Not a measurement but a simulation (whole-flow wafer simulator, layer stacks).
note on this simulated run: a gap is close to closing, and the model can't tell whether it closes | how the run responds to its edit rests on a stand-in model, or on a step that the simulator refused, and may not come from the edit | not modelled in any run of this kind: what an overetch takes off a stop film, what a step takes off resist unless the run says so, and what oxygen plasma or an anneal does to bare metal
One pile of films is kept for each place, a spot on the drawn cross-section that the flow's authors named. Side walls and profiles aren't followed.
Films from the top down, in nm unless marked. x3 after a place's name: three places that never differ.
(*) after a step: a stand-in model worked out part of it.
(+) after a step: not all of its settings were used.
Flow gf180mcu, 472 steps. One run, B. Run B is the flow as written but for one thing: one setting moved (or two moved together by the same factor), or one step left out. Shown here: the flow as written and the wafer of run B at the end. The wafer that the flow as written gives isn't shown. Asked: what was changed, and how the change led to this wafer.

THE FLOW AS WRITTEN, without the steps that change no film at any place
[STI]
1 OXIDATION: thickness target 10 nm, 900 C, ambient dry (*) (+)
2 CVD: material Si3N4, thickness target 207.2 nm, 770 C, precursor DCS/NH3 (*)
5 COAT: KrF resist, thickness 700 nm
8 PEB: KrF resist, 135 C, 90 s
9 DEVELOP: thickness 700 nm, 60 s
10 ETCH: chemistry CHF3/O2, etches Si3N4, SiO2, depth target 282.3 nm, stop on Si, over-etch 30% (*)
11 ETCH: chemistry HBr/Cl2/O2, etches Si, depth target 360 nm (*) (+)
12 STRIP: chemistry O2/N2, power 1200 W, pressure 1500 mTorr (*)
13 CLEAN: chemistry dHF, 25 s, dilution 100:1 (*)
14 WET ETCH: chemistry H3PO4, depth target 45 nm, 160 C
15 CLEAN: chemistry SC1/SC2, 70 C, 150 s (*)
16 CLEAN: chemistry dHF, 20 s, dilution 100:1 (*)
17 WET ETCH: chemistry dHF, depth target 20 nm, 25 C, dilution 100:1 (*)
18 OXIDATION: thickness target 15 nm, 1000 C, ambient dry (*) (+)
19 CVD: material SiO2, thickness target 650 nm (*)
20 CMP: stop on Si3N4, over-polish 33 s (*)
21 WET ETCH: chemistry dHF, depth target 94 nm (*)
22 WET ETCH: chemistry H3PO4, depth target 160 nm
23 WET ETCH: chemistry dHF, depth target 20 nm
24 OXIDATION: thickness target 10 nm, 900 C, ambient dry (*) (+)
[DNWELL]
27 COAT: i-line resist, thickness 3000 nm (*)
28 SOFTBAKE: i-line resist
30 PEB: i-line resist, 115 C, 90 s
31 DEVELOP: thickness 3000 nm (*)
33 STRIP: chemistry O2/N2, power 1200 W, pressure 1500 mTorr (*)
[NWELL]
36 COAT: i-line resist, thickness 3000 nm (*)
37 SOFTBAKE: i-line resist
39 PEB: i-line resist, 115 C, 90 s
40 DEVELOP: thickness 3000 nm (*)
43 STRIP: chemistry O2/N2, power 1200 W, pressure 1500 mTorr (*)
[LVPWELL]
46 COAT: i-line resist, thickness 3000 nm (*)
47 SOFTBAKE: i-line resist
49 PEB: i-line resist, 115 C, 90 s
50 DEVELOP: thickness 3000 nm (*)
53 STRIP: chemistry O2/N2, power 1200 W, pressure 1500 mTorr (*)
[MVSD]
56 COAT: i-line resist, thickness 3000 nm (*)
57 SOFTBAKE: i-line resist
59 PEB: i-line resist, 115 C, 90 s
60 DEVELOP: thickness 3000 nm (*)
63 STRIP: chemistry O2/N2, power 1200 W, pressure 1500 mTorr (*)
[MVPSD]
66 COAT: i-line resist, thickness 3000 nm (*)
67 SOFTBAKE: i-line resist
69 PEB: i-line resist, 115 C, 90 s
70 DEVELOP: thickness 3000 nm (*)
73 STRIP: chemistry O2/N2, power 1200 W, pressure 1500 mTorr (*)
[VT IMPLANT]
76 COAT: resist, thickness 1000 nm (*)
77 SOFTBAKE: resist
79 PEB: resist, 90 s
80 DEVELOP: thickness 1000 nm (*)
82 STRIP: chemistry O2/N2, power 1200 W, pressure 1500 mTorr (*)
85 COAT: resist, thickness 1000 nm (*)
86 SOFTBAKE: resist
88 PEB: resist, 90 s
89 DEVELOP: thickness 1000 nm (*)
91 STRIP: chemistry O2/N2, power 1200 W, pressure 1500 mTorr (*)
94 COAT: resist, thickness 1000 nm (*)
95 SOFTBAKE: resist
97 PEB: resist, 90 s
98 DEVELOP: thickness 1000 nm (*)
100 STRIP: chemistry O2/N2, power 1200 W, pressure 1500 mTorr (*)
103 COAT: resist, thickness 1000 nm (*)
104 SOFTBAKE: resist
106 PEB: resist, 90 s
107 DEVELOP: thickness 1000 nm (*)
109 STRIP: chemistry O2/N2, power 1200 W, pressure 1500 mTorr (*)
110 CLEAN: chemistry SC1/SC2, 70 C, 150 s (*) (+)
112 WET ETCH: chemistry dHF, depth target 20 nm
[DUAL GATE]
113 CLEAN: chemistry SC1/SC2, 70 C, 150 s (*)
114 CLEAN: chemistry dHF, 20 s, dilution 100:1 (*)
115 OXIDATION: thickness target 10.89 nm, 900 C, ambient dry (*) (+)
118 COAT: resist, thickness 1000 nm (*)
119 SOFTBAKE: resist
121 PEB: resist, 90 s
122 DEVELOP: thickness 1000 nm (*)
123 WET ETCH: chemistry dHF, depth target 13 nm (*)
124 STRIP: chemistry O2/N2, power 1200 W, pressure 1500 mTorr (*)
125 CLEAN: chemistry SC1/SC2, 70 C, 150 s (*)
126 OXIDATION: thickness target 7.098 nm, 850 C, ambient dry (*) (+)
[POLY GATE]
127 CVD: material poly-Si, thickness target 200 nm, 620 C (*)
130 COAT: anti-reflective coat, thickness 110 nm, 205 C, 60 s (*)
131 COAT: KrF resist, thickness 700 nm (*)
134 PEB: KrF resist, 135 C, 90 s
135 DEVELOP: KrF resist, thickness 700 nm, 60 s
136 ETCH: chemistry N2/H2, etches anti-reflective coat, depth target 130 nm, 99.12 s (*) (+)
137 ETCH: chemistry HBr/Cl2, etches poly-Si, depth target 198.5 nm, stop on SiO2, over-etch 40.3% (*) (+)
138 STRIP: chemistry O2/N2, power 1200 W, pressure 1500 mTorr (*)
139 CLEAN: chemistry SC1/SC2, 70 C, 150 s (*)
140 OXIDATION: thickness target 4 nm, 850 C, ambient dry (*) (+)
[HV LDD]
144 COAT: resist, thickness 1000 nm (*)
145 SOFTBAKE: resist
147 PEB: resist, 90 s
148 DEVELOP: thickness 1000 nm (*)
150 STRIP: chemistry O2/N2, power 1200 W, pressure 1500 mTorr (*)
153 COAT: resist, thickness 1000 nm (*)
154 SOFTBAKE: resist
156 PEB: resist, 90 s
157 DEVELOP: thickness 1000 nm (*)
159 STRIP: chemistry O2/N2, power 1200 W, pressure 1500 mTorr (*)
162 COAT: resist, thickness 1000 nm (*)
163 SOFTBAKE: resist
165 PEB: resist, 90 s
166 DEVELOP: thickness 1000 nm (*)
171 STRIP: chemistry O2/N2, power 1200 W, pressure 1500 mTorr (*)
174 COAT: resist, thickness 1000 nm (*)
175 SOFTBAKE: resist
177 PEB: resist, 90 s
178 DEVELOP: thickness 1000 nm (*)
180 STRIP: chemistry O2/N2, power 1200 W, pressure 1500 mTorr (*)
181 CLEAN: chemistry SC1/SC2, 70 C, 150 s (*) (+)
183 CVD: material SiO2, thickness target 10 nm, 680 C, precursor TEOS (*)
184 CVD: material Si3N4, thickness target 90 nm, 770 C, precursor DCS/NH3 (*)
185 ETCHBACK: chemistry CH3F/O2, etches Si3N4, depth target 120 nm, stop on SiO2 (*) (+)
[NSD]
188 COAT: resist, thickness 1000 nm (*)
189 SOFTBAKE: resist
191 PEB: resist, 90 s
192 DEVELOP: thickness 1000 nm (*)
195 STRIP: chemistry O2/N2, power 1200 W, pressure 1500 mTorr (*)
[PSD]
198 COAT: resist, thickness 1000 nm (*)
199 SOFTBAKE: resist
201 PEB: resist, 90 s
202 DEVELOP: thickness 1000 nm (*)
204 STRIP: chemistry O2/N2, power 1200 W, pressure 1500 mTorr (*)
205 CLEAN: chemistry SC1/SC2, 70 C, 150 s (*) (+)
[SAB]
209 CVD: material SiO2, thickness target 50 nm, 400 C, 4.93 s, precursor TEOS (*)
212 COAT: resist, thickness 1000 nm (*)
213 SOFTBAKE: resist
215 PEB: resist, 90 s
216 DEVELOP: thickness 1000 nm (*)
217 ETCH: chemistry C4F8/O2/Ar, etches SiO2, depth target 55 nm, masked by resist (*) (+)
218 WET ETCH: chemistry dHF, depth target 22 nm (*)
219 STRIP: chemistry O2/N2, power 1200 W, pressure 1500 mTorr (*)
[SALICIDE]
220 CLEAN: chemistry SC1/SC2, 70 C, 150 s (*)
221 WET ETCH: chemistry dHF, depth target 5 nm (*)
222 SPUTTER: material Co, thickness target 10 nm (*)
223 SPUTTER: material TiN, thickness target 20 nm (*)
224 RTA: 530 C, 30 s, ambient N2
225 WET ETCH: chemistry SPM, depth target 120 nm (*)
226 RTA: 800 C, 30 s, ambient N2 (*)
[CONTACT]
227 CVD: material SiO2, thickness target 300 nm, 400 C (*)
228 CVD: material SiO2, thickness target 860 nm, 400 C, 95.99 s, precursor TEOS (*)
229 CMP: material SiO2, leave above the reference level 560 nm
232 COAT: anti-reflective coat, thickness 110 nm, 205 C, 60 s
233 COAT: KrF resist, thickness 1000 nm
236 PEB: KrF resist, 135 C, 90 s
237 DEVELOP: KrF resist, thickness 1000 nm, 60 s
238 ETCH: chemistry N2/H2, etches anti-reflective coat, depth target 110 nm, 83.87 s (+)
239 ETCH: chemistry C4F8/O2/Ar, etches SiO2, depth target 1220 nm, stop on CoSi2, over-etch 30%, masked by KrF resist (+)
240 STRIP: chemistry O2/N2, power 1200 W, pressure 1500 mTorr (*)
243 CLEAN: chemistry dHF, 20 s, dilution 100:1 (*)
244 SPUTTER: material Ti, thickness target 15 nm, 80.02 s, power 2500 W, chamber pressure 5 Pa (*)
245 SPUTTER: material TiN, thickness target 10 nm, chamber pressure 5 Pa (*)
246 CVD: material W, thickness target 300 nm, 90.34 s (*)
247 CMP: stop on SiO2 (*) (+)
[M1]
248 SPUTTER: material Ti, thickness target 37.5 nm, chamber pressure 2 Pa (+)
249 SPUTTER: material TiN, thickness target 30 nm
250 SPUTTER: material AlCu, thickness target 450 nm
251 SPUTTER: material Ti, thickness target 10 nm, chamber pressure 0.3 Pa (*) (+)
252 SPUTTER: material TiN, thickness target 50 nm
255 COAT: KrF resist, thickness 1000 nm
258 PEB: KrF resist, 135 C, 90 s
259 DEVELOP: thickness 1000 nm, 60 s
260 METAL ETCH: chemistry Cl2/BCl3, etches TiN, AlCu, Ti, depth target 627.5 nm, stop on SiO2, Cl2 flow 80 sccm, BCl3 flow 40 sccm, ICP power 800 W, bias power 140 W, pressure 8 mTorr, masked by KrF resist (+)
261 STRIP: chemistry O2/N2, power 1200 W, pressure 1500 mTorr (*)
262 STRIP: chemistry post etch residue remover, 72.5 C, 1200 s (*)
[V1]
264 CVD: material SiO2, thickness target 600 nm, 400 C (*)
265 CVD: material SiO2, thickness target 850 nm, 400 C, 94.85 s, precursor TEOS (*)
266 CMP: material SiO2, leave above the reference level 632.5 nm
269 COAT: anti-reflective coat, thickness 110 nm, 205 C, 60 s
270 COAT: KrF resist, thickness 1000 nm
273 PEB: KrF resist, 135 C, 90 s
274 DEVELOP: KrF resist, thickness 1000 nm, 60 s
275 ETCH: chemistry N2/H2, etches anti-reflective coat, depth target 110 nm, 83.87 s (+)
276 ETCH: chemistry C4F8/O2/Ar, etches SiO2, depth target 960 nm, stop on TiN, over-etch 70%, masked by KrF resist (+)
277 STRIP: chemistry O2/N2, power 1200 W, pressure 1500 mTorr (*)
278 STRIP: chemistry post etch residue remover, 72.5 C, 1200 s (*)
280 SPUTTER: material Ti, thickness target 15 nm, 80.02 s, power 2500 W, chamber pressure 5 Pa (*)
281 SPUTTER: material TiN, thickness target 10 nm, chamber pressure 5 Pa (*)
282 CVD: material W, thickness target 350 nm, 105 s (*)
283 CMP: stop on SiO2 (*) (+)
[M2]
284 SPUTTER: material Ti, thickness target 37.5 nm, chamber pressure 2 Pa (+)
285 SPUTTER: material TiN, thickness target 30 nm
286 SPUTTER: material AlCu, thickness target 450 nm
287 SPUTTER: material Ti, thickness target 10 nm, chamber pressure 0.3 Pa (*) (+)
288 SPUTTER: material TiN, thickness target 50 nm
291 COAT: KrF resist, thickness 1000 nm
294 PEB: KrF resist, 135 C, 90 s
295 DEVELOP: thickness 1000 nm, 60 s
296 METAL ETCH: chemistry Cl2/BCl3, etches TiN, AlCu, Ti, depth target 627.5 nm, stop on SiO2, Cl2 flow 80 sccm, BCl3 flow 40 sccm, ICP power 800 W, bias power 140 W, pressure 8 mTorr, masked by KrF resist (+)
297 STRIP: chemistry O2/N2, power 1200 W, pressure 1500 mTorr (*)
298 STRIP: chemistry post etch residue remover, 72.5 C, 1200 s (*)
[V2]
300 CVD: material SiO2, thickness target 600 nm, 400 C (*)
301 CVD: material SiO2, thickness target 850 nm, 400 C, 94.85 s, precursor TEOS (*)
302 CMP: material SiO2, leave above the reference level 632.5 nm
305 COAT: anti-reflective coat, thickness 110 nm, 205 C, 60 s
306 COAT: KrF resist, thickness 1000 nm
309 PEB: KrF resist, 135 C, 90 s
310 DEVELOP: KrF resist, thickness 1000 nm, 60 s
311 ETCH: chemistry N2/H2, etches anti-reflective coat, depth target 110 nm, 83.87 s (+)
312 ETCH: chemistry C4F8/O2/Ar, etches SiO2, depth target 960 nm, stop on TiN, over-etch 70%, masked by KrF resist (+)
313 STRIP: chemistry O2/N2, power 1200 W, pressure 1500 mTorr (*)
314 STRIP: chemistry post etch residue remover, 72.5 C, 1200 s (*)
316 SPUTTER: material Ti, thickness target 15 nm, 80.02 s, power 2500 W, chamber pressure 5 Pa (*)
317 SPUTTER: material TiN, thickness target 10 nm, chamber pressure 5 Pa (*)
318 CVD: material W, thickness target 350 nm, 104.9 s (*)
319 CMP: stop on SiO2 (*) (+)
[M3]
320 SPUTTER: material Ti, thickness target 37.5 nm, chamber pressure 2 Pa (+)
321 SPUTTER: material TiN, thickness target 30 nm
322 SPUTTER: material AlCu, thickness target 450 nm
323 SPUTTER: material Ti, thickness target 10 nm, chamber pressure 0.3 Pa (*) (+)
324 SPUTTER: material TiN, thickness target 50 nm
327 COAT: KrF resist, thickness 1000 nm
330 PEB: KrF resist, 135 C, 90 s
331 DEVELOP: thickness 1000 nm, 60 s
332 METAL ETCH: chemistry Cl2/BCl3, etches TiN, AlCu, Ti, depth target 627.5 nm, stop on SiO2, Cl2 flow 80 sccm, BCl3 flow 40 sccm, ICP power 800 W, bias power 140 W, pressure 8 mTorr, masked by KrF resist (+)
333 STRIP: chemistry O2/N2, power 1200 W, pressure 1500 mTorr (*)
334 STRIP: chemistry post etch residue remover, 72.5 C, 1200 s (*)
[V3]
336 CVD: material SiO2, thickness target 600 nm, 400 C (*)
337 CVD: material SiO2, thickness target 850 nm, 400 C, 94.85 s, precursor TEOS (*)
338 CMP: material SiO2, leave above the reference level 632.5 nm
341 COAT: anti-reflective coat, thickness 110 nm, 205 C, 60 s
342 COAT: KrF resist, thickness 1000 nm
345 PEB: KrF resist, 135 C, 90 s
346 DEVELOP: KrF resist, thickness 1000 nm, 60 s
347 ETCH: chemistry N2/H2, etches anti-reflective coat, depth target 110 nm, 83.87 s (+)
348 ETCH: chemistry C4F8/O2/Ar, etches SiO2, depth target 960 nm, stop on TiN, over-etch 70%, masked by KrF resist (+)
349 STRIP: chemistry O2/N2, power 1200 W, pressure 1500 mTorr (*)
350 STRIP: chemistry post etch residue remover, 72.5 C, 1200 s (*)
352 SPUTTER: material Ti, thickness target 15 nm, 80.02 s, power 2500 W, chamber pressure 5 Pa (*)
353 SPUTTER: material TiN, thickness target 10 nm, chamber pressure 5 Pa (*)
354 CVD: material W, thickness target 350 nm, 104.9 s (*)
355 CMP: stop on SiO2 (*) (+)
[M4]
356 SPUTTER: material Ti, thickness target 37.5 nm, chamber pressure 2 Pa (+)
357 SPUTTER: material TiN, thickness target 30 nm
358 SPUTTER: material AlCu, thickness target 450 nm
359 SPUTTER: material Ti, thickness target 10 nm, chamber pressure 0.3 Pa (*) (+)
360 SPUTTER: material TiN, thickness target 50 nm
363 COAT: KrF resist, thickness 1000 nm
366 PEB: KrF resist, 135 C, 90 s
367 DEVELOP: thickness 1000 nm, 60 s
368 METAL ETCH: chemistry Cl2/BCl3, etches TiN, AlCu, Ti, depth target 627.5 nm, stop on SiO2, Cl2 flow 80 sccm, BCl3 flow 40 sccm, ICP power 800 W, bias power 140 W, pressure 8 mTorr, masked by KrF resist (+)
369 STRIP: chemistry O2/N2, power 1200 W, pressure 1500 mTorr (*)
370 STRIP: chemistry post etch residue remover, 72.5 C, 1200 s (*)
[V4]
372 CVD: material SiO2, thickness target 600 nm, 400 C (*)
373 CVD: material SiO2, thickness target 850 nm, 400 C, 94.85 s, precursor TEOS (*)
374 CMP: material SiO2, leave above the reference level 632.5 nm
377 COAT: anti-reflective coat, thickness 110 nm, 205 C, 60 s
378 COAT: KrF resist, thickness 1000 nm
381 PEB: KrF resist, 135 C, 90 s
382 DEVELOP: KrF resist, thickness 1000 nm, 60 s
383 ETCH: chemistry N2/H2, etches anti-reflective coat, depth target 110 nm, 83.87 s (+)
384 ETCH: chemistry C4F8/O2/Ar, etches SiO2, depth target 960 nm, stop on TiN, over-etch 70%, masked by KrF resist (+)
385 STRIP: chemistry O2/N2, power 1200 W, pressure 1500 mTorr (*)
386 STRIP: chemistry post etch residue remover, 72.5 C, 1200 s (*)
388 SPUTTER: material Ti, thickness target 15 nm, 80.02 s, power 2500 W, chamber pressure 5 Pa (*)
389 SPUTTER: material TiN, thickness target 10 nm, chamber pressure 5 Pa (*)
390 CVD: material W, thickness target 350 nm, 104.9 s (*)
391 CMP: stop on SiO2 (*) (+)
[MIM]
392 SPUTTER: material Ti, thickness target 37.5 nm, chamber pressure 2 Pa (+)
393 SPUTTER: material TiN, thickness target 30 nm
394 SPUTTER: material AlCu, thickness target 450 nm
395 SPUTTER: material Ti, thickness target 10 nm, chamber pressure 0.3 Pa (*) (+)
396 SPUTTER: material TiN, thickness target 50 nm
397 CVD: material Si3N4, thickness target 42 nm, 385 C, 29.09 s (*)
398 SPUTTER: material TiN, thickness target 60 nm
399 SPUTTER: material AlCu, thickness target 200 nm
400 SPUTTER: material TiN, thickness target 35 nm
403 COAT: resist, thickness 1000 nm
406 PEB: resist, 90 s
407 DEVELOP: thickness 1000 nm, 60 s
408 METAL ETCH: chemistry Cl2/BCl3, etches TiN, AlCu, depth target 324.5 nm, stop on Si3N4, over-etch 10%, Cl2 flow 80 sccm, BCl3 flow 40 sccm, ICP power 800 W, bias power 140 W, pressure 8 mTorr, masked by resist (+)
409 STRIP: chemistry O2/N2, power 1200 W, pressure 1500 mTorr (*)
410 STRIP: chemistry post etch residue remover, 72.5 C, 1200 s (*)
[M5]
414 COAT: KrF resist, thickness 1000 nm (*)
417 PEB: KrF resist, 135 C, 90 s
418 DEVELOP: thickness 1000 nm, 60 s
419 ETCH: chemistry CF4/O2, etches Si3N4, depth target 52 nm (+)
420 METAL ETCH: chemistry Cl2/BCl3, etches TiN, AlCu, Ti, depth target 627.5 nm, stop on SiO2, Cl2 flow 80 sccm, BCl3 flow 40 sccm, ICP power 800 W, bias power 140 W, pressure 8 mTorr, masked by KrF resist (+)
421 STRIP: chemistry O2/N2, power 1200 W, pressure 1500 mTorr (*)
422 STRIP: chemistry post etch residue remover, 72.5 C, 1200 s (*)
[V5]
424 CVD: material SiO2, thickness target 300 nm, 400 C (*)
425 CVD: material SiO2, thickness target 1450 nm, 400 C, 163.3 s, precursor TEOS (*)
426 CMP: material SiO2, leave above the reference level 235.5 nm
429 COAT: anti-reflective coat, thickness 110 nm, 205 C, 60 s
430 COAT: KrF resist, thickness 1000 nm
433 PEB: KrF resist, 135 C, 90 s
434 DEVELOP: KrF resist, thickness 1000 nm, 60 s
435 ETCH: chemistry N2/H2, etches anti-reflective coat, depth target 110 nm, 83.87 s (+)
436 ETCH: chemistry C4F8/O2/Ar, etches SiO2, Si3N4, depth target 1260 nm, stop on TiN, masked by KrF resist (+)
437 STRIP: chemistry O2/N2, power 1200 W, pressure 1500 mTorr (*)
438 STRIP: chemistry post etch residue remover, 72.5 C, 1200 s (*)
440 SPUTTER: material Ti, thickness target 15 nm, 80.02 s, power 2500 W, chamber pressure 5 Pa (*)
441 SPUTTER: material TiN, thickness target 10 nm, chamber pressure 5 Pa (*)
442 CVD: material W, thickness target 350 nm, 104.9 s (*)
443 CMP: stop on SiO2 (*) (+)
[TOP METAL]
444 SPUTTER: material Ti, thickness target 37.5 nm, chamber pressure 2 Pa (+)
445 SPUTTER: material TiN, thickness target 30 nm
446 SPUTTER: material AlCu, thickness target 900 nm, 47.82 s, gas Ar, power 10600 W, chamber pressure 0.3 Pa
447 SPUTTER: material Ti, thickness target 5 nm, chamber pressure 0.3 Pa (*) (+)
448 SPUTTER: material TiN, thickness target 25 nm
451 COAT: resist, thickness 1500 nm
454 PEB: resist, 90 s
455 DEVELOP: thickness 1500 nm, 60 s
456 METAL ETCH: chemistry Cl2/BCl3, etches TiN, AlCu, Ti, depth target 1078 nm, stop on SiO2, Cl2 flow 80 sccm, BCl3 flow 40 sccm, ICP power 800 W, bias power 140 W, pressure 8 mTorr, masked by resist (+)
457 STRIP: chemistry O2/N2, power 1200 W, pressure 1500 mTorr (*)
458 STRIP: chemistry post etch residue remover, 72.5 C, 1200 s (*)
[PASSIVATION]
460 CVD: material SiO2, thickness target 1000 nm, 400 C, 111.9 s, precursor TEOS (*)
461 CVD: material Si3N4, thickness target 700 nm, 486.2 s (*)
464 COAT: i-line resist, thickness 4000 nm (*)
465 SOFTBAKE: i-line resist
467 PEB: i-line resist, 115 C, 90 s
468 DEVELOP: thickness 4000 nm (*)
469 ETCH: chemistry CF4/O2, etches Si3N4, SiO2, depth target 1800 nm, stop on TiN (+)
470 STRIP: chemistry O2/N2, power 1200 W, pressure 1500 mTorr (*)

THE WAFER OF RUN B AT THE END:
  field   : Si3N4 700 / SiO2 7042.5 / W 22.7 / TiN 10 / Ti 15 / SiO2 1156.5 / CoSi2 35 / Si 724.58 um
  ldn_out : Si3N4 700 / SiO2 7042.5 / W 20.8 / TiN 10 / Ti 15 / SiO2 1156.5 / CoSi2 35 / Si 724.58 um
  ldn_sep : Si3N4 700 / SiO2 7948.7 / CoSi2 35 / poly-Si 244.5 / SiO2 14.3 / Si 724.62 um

The cause: step 19, CVD: material SiO2, thickness target 650 nm (*), was left out.

How the change led to this, step by step:
  20 CMP: stop on Si3N4, over-polish 33 s (*)
      active, n_well, p_well and 40 more: Si3N4 -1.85 (as written it would be: SiO2 -650 (all of it), Si3N4 -1.85)
      sti, mim_1p0, pad and 11 more: nothing (as written it would be: SiO2 -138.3)
      (and at 23 more places)
  21 WET ETCH: chemistry dHF, depth target 94 nm (*)
      field, field_sub, sti and 34 more: SiO2 -15 (all of it) (as written it would be: SiO2 -94)
      active, n_well, p_well and 40 more: Si3N4 -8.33 (as written it would be: Si3N4 -6.43)
  22 WET ETCH: chemistry H3PO4, depth target 160 nm
      field, field_sub, sti and 34 more: Si -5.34 (as written it would be: SiO2 -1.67)
  23 WET ETCH: chemistry dHF, depth target 20 nm
      field, field_sub, sti and 34 more: nothing (as written it would be: SiO2 -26)
  24 OXIDATION: thickness target 10 nm, 900 C, ambient dry (*) (+)
      sti, m1, mim_1p0 and 24 more: SiO2 +10 (new film), Si -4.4 (as written it would be: SiO2 +1.02, Si -0.45)
      field_sub, npoly_u, ppoly_u, ppoly_sal, m1_nw: SiO2 +10 (new film), Si -4.4 (as written it would be: SiO2 +1.03, Si -0.45)
      (and at 5 more places)
  27 COAT: i-line resist, thickness 3000 nm (*)
      p_well, spacer, sd_n: i-line resist +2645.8 (new film) (as written it would be: i-line resist +3034.1 (new film))
      field: i-line resist +3169.9 (new film) (as written it would be: i-line resist +2988.1 (new film))
      (and at 70 more places)
  28 SOFTBAKE: i-line resist
      field: i-line resist -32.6 (as written it would be: i-line resist +3.04)
      field_sub: i-line resist -27.1 (as written it would be: i-line resist +2.58)
      (and at 75 more places)
  30 PEB: i-line resist, 115 C, 90 s
      active_nat, gate_nat, ld_sd_n and 6 more: i-line resist -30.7 (as written it would be: i-line resist -34.6)
      ldn_fp, ldn_dft, ldn_out and 6 more: i-line resist -35 (as written it would be: i-line resist -34.2)
      (and at 58 more places)
  31 DEVELOP: thickness 3000 nm (*)
      field_sub__w2: i-line resist -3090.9 (all of it) (as written it would be: i-line resist -2952.8 (all of it))
      field_sub__w3: i-line resist -3099.7 (all of it) (as written it would be: i-line resist -2952.8 (all of it))
      (and at 19 more places)
  33 STRIP: chemistry O2/N2, power 1200 W, pressure 1500 mTorr (*)
      p_well, spacer, sd_n: i-line resist -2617 (all of it) (as written it would be: i-line resist -2999.4 (all of it))
      ld_sd_n, ld_acc_n: i-line resist -2742 (all of it) (as written it would be: i-line resist -2987.1 (all of it))
      (and at 49 more places)
  36 COAT: i-line resist, thickness 3000 nm (*)
      p_well, spacer, sd_n: i-line resist +2645.8 (new film) (as written it would be: i-line resist +3034.1 (new film))
      field: i-line resist +3169.9 (new film) (as written it would be: i-line resist +2988.1 (new film))
      (and at 70 more places)
  37 SOFTBAKE: i-line resist
      field: i-line resist -32.6 (as written it would be: i-line resist +3.04)
      field_sub: i-line resist -27.1 (as written it would be: i-line resist +2.58)
      (and at 75 more places)
  39 PEB: i-line resist, 115 C, 90 s
      active_nat, gate_nat, ld_sd_n and 6 more: i-line resist -30.7 (as written it would be: i-line resist -34.6)
      ldn_fp, ldn_dft, ldn_out and 6 more: i-line resist -35 (as written it would be: i-line resist -34.2)
      (and at 58 more places)
  40 DEVELOP: thickness 3000 nm (*)
      n_well: i-line resist -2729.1 (all of it) (as written it would be: i-line resist -2988.4 (all of it))
      sd_p: i-line resist -2731 (all of it) (as written it would be: i-line resist -2988 (all of it))
      (and at 18 more places)
  43 STRIP: chemistry O2/N2, power 1200 W, pressure 1500 mTorr (*)
      p_well, spacer, sd_n: i-line resist -2617 (all of it) (as written it would be: i-line resist -2999.4 (all of it))
      ld_sd_n, ld_acc_n: i-line resist -2742 (all of it) (as written it would be: i-line resist -2987.1 (all of it))
      (and at 50 more places)
  46 COAT: i-line resist, thickness 3000 nm (*)
      p_well, spacer, sd_n: i-line resist +2645.8 (new film) (as written it would be: i-line resist +3034.1 (new film))
      field: i-line resist +3169.9 (new film) (as written it would be: i-line resist +2988.1 (new film))
      (and at 70 more places)
  ... 120 more steps ...
  266 CMP: material SiO2, leave above the reference level 632.5 nm
      field, field__w5, field__w7 and 18 more: SiO2 -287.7 (as written it would be: SiO2 -300)
      field__w9: SiO2 -290.3 (as written it would be: SiO2 -300)
      (and at 1 more place)
Counting metal films that touch as one body, field has 2 bodies (between them, from the top down: SiO2 1156.5); the flow as written gives 0 bodies.
Counting metal films that touch as one body, ldn_out has 2 bodies (between them, from the top down: SiO2 1156.5); the flow as written gives 0 bodies.
Counting metal films that touch as one body, ldn_sep has 1 body; the flow as written gives 0 bodies.
